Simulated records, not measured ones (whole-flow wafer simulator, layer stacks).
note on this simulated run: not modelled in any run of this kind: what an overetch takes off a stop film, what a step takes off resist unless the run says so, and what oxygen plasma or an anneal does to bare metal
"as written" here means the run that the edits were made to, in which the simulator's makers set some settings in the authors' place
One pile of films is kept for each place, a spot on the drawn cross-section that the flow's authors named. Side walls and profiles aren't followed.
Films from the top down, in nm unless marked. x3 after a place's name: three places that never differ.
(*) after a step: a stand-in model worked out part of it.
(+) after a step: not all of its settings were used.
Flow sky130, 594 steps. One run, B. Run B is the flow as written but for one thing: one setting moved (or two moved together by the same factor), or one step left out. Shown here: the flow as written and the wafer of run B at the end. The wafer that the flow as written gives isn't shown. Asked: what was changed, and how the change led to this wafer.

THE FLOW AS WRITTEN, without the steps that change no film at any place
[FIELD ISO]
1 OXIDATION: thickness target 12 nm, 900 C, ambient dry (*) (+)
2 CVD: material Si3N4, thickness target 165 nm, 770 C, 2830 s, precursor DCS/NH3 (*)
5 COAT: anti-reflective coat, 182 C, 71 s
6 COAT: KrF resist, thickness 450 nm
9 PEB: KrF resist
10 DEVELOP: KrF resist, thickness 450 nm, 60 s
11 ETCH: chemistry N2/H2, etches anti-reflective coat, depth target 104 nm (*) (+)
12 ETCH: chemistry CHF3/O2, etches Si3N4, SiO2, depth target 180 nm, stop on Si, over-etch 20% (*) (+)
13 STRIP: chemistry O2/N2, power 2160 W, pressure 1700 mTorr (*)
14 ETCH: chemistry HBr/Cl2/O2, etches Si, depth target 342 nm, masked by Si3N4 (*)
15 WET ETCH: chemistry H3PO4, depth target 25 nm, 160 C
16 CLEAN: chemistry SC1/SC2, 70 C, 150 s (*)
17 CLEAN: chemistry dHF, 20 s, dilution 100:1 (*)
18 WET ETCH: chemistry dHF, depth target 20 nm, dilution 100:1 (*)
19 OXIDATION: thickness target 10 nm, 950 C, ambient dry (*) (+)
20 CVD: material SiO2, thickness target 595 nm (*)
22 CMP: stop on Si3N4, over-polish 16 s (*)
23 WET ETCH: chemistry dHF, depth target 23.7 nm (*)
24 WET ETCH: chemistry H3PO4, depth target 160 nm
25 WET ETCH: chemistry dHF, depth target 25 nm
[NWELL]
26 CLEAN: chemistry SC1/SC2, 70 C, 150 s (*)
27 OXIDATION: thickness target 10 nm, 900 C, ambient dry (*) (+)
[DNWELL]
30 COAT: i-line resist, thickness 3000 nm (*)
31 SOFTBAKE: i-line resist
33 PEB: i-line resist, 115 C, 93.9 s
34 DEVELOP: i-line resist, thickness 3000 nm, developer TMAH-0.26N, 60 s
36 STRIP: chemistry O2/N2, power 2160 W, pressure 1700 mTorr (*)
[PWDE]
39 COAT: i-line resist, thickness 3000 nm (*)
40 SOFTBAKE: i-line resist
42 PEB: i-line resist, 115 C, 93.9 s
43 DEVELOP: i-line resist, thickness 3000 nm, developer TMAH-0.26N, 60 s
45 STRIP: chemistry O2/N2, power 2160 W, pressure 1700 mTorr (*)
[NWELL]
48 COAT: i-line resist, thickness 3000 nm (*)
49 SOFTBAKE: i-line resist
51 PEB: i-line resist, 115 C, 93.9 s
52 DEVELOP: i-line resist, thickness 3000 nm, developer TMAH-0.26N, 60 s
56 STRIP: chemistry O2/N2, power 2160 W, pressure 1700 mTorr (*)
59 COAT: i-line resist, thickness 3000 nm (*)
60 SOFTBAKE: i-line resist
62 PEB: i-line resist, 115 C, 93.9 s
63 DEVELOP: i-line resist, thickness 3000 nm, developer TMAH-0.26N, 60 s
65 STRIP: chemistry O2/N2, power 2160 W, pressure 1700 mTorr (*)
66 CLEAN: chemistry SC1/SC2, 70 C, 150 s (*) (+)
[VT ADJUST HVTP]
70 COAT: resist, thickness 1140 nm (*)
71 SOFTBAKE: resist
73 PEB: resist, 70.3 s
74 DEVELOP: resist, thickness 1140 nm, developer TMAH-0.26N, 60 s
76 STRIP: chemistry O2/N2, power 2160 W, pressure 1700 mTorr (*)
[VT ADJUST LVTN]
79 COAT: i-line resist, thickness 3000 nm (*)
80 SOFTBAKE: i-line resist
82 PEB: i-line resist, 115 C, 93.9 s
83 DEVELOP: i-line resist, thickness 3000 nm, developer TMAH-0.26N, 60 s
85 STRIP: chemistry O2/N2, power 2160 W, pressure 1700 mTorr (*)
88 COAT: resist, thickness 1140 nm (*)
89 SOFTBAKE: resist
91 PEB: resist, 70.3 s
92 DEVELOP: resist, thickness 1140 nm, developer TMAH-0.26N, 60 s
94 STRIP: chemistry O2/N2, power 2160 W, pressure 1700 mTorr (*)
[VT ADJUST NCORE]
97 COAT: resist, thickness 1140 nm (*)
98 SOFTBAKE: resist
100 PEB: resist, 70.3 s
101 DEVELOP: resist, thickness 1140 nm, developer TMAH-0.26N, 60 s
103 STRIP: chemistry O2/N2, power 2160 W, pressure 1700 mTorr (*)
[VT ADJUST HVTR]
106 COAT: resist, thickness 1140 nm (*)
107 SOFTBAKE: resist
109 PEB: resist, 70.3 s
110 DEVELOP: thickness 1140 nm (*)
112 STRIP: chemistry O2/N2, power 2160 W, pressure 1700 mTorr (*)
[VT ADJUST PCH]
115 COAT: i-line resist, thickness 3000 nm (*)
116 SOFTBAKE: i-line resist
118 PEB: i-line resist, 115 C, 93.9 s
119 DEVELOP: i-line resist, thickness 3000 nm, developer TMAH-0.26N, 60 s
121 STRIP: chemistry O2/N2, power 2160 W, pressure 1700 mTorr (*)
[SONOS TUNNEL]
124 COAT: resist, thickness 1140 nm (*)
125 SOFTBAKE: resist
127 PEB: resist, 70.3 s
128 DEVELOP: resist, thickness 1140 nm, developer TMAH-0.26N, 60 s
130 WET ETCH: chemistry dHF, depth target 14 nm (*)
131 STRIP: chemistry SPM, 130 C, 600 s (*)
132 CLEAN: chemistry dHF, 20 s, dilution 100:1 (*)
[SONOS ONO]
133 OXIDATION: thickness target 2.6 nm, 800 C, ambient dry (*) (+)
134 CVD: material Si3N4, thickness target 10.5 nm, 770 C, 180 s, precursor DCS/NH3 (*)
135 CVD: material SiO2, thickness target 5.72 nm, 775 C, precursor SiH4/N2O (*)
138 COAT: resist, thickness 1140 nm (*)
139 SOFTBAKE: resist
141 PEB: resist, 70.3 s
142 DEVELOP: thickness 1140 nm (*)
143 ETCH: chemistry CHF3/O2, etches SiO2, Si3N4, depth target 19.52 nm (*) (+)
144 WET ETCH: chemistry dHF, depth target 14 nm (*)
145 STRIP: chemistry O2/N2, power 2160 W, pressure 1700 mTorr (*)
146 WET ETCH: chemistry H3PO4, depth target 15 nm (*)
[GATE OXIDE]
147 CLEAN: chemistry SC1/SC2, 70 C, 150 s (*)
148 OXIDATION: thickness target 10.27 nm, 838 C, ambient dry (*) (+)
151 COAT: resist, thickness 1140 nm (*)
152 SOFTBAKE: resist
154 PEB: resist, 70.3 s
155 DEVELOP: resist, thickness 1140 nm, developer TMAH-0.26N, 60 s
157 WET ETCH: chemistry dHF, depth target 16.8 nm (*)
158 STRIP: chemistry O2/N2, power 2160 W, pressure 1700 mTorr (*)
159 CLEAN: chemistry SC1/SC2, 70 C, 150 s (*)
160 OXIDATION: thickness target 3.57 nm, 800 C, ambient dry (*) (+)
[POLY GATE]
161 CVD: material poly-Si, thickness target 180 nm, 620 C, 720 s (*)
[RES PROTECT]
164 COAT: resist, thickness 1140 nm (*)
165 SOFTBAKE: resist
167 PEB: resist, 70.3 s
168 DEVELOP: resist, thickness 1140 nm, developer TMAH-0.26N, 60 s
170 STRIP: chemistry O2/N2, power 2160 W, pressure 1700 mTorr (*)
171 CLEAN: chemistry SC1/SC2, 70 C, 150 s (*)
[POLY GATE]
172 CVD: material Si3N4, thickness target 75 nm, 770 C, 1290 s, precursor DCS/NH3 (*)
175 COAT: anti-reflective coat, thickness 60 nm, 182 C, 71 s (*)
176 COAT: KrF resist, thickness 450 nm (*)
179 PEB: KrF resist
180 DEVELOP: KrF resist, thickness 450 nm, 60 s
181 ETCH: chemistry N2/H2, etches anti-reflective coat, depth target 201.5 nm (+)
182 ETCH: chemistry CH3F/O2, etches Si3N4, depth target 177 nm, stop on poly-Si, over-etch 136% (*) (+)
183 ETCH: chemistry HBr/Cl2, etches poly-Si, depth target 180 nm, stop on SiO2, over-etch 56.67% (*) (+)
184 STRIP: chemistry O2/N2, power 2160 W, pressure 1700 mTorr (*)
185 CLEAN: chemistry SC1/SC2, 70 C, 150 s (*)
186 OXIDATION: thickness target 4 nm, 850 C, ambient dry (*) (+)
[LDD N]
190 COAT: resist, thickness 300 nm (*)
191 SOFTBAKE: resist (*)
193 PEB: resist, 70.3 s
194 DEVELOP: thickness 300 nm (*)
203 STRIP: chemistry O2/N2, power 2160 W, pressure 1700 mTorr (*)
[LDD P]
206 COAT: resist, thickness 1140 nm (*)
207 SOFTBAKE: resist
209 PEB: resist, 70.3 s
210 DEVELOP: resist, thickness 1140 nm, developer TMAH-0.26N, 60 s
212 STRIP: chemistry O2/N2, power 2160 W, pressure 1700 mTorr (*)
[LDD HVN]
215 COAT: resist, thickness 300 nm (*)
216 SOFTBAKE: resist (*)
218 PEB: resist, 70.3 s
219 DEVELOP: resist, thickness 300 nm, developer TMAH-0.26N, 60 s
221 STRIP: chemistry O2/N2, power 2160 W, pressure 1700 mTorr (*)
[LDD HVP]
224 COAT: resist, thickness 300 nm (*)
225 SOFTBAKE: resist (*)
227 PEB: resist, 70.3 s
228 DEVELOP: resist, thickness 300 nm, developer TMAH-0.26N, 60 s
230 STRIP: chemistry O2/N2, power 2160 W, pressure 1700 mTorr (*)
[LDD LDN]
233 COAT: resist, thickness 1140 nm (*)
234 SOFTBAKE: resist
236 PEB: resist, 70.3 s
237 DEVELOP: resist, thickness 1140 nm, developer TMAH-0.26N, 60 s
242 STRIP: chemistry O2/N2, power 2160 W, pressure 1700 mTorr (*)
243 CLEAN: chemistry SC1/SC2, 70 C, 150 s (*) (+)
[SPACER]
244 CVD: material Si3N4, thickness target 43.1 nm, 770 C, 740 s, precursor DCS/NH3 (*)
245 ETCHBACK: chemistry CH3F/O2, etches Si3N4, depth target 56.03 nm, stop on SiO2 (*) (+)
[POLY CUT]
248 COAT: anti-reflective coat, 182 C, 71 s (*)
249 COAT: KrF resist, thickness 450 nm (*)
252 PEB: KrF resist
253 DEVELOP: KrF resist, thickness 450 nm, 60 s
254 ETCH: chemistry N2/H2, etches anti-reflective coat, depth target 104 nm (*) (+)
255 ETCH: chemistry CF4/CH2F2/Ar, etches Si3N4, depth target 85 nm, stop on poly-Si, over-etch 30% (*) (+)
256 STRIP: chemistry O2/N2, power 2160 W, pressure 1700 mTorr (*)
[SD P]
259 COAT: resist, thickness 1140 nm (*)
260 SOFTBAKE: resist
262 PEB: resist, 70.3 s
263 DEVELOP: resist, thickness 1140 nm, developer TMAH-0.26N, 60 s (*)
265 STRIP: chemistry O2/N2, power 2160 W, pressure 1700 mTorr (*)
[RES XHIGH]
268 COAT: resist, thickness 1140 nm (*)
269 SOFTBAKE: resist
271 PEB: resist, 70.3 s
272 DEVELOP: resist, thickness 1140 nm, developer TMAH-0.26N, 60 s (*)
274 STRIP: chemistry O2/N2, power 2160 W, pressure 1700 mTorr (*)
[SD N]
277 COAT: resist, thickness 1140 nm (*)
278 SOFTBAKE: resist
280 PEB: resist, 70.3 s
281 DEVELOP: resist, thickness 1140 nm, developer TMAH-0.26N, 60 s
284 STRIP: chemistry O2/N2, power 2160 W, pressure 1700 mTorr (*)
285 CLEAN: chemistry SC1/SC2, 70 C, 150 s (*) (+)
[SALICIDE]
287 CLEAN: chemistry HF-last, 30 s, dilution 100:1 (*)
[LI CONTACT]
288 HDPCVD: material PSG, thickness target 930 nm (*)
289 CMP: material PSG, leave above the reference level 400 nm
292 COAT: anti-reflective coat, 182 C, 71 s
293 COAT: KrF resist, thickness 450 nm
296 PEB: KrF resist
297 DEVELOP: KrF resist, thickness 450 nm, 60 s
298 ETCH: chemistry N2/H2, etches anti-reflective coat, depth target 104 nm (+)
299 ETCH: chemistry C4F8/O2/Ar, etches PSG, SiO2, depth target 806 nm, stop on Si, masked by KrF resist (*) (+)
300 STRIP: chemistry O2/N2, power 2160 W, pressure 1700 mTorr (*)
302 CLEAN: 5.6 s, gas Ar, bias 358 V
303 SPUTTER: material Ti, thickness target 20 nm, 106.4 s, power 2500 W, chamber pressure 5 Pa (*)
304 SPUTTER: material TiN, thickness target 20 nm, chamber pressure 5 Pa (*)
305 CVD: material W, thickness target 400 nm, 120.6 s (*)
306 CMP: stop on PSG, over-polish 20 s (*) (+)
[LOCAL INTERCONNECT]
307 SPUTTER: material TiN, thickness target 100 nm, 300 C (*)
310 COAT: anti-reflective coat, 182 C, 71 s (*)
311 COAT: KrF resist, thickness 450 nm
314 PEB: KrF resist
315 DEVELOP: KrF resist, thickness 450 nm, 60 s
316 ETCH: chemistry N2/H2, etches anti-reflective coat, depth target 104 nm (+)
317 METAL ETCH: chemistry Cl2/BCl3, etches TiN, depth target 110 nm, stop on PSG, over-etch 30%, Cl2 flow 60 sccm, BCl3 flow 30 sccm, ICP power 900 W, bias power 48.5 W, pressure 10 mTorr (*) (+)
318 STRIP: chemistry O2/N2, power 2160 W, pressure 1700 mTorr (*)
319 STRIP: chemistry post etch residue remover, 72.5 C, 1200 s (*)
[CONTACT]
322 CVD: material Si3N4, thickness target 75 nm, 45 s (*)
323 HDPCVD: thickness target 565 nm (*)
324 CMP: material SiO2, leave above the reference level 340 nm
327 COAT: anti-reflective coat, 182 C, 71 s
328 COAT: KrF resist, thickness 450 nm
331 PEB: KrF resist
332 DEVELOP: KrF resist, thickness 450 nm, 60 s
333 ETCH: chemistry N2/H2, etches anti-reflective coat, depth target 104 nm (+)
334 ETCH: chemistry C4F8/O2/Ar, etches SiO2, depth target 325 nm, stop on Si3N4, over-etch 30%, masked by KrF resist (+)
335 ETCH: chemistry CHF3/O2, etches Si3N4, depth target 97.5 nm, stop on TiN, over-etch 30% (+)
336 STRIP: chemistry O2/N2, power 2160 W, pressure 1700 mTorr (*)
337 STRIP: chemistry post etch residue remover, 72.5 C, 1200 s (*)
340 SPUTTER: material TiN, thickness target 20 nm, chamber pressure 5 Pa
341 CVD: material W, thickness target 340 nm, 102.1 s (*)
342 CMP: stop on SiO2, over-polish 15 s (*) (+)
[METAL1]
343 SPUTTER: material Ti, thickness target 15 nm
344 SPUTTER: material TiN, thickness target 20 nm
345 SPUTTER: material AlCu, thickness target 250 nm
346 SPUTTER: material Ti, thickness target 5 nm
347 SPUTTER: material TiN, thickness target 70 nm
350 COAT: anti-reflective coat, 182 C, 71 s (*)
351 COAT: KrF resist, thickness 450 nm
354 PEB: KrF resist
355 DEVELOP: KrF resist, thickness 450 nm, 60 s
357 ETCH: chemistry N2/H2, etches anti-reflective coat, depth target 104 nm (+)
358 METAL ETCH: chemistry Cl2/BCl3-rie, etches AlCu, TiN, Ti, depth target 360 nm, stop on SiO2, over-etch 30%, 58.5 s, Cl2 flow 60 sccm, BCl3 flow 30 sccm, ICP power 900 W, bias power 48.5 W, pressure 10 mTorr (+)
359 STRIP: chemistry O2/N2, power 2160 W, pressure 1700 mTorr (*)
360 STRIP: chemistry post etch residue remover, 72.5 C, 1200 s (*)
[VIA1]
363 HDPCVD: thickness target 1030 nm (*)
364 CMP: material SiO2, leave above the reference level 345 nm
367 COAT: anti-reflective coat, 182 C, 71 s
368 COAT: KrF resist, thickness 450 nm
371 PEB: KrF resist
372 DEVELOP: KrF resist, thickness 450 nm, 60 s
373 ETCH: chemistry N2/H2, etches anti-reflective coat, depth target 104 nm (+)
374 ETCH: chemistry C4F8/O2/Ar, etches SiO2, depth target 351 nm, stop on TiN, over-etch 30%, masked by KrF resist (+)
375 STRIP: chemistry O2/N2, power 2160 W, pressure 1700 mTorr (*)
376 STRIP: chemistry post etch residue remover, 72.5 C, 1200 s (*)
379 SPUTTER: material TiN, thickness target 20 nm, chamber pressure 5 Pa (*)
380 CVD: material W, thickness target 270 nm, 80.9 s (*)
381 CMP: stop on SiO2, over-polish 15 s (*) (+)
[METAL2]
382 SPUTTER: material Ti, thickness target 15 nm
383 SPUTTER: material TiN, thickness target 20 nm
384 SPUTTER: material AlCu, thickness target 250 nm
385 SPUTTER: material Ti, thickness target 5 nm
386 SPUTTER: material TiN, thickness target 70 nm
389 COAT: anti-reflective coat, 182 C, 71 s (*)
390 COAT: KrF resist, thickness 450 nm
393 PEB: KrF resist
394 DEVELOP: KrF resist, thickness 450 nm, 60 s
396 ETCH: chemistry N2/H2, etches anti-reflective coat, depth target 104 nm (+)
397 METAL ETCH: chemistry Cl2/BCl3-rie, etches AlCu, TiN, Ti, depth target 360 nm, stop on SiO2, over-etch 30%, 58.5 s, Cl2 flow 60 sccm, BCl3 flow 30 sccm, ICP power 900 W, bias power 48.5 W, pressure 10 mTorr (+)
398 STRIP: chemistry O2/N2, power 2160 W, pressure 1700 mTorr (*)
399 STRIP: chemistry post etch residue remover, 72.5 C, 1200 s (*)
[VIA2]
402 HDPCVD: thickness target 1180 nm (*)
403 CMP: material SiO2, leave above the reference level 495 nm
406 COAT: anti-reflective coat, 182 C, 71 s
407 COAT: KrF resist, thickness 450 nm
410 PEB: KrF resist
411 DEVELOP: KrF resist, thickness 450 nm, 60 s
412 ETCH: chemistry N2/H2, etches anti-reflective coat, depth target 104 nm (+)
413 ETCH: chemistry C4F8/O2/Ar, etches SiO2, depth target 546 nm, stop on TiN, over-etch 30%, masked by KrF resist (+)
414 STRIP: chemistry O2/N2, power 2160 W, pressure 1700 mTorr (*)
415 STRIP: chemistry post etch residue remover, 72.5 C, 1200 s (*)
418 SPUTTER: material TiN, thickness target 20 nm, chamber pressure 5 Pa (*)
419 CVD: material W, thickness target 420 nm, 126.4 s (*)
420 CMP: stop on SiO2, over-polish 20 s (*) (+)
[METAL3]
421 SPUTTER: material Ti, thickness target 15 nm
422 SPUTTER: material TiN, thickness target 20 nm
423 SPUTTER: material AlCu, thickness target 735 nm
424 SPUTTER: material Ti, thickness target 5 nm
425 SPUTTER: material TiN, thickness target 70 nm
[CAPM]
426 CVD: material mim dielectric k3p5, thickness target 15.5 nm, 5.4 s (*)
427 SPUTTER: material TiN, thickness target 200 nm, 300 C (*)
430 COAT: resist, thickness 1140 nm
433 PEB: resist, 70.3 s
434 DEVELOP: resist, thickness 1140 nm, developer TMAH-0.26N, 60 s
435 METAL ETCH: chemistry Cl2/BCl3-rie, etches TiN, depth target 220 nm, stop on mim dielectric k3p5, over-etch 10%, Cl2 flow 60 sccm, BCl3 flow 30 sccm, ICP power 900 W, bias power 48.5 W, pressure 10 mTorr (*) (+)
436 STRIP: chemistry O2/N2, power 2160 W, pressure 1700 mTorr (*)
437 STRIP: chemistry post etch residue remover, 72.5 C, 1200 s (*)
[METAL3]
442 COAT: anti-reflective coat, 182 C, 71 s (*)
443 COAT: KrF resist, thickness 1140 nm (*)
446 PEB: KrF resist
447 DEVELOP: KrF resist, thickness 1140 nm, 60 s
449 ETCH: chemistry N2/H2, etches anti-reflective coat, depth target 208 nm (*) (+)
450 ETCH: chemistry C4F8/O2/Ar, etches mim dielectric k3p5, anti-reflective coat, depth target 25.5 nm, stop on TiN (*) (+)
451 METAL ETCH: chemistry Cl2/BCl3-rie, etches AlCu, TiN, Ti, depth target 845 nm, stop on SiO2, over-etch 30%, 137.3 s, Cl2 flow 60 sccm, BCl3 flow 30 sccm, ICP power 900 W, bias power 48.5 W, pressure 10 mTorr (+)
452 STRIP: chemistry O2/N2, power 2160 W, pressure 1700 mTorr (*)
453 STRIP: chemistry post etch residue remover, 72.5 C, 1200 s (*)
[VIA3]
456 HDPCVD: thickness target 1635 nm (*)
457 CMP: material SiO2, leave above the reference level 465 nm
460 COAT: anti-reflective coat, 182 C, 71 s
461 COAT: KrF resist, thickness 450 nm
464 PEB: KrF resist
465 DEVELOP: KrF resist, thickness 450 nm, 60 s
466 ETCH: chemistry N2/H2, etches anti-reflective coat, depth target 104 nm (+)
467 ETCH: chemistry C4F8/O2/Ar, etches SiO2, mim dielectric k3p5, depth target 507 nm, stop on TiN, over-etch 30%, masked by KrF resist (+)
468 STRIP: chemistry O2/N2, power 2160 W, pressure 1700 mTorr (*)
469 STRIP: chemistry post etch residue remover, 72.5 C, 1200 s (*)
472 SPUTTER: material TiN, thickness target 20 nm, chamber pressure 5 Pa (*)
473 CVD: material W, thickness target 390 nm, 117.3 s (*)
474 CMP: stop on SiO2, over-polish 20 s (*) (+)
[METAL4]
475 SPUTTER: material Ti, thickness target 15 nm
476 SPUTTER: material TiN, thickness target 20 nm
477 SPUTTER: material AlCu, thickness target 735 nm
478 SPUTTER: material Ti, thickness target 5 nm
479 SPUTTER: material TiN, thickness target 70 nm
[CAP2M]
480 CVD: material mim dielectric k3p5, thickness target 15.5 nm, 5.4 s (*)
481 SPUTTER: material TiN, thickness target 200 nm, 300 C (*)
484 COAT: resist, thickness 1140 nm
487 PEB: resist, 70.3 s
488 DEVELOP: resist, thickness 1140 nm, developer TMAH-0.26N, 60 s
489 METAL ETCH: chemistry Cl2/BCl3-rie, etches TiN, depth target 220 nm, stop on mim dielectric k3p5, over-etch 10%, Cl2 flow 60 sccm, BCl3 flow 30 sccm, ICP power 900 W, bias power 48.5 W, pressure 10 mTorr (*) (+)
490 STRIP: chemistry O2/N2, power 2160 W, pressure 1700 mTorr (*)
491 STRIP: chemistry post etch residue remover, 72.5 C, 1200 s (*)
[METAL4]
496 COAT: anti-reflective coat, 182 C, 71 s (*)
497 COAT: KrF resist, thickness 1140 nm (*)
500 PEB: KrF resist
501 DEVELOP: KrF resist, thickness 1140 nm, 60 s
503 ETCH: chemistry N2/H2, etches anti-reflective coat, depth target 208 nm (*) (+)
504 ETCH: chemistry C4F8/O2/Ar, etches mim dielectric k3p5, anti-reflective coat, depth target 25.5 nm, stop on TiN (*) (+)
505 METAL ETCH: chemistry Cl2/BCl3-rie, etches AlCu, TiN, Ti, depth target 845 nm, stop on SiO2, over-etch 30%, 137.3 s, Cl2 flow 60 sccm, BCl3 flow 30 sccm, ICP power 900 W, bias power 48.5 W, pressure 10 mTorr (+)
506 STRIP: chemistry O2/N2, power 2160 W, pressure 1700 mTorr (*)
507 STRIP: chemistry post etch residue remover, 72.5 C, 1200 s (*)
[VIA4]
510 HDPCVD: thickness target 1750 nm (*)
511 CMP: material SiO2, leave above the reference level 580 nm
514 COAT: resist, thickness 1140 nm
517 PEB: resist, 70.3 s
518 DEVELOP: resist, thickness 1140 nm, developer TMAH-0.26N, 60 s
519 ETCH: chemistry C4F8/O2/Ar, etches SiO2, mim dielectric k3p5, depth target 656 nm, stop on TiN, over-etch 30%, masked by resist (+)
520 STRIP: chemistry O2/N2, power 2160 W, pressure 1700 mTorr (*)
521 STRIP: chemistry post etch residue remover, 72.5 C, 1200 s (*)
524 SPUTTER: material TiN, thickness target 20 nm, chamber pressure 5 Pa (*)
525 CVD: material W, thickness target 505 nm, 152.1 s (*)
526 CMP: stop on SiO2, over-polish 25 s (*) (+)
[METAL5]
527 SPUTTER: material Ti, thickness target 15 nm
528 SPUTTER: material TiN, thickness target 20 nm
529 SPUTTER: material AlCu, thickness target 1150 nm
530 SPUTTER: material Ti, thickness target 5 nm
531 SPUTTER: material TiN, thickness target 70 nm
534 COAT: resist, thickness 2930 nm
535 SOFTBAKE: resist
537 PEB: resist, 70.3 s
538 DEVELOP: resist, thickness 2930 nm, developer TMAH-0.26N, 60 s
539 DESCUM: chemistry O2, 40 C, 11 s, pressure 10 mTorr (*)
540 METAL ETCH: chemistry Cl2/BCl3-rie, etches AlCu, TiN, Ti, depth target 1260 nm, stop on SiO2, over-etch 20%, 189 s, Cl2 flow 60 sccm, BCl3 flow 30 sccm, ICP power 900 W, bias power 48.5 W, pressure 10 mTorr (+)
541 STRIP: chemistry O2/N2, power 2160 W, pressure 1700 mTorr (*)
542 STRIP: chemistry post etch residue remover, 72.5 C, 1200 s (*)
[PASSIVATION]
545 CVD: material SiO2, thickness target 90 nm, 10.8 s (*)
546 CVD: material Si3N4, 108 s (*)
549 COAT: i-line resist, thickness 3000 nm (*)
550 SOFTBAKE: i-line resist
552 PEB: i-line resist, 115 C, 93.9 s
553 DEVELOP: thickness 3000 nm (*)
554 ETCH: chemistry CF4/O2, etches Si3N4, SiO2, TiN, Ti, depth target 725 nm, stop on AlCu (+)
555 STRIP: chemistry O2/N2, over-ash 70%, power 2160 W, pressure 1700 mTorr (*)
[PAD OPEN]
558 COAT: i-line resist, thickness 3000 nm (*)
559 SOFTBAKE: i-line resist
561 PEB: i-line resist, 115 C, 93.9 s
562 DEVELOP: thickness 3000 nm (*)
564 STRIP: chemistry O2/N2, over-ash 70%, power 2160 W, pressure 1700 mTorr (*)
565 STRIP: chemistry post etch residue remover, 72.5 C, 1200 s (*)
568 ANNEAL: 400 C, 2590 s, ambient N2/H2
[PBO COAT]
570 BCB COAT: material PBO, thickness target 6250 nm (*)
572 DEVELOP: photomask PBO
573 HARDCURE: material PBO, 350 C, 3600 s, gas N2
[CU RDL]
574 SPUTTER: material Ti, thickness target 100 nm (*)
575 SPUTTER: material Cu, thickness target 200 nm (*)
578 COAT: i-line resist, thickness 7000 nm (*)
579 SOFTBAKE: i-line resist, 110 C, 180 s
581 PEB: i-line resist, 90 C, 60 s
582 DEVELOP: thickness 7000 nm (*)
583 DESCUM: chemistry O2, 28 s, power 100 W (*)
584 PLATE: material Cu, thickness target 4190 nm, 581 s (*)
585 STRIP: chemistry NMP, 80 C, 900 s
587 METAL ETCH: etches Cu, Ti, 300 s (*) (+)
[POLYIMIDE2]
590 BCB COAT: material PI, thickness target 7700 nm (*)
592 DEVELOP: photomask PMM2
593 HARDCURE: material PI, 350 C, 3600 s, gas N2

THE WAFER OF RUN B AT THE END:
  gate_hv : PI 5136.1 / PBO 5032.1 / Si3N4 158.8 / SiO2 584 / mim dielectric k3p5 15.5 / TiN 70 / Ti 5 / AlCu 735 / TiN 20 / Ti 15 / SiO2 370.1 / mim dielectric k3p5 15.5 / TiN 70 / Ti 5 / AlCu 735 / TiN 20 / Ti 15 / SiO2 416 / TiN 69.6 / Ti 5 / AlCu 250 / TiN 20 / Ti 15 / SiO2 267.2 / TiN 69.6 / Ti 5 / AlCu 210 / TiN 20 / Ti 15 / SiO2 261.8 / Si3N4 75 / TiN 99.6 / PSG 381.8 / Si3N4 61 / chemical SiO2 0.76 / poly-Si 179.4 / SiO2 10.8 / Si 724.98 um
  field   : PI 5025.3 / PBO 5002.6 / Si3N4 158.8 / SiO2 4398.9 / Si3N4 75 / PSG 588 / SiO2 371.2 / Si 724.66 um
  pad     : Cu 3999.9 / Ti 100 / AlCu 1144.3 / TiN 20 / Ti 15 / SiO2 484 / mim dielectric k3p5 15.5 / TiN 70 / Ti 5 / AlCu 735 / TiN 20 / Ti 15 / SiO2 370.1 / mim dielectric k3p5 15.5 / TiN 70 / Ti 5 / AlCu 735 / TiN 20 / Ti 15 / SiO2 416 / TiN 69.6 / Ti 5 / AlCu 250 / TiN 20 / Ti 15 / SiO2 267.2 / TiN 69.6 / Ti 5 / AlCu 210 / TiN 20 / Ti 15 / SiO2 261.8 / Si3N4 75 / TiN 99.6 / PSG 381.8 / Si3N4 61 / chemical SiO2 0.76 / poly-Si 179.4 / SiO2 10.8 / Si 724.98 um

The cause: step 345, SPUTTER: thickness target 210 nm was run, where the flow has thickness target 250 nm.
It can be read off the wafer: gate_hv has AlCu 210, and step 345 as written asks for 250 nm.

How the change led to this, step by step:
  345 SPUTTER: material AlCu, thickness target 250 nm
      field, active, n_well and 188 more: AlCu +210 (new film) (as written it would be: AlCu +250 (new film))
  358 METAL ETCH: chemistry Cl2/BCl3-rie, etches AlCu, TiN, Ti, depth target 360 nm, stop on SiO2, over-etch 30%, 58.5 s, Cl2 flow 60 sccm, BCl3 flow 30 sccm, ICP power 900 W, bias power 48.5 W, pressure 10 mTorr (+)
      field, active, gate and 81 more: TiN -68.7 (all of it), Ti -5 (all of it), AlCu -210 (all of it), TiN -20 (all of it), Ti -15 (all of it), SiO2 -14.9 (as written it would be: TiN -68.7 (all of it), Ti -5 (all of it), AlCu -250 (all of it), TiN -20 (all of it), Ti -15 (all of it), SiO2 -10.9)
  364 CMP: material SiO2, leave above the reference level 345 nm
      field, active, gate and 81 more: SiO2 -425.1 (as written it would be: SiO2 -389.1)
